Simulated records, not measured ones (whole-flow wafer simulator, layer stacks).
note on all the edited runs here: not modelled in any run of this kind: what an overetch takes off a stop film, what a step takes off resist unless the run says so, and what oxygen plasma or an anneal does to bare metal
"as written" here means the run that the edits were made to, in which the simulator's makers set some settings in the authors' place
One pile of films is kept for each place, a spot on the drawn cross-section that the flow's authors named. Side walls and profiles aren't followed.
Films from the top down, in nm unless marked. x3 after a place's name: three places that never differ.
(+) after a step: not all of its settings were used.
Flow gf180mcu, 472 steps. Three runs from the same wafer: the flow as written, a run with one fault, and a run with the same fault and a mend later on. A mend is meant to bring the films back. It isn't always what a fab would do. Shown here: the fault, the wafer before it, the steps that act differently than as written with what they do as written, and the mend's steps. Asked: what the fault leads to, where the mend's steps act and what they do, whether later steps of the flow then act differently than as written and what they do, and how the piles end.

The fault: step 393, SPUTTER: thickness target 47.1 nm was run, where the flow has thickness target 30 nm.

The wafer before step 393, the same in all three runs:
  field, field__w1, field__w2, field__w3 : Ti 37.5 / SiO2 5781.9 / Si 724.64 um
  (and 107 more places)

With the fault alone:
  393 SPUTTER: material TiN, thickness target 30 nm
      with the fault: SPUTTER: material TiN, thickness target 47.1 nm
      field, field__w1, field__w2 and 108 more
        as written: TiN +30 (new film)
        with the fault: TiN +47.1 (new film)
  Later steps of the flow that act differently than as written (1 more step differs only slightly, by at most 2% or 0.5 nm, whichever is larger, and isn't shown):
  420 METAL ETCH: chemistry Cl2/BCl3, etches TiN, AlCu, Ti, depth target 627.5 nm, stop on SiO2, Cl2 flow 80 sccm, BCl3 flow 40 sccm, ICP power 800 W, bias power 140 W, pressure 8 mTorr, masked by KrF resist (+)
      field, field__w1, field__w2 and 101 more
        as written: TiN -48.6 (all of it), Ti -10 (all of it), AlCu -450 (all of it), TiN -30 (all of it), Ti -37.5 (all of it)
        with the fault: TiN -48.6 (all of it), Ti -10 (all of it), AlCu -450 (all of it), TiN -47.1 (all of it), Ti -37.5 (all of it)
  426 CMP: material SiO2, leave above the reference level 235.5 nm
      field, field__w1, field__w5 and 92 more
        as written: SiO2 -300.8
        with the fault: SiO2 -283.7
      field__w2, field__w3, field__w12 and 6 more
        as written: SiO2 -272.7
        with the fault: SiO2 -254.8
  At the end the piles differ from the flow's by more than 2% or 0.5 nm, whichever is larger, at field__w4, field__w8, contact, m1, m1__w1, mim, mim_1p0, m1_nw.
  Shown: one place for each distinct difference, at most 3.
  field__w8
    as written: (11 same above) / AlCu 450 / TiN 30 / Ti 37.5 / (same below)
    with the fault: (11 same above) / AlCu 450 / TiN 47.1 / Ti 37.5 / (same below)
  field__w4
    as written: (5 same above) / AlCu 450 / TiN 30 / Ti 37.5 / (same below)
    with the fault: (5 same above) / AlCu 450 / TiN 47.1 / Ti 37.5 / (same below)
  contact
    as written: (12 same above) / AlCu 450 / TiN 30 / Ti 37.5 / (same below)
    with the fault: (12 same above) / AlCu 450 / TiN 47.1 / Ti 37.5 / (same below)

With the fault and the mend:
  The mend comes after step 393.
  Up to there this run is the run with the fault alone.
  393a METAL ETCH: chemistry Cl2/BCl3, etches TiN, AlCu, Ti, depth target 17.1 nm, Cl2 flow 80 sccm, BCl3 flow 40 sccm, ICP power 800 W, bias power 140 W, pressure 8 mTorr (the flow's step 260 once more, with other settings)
      field, field__w1, field__w2 and 108 more
        TiN -17.1
  No later step of the flow acts differently than as written at any place that is followed.
  At the end the piles are the same as the flow's at every place that both follow.
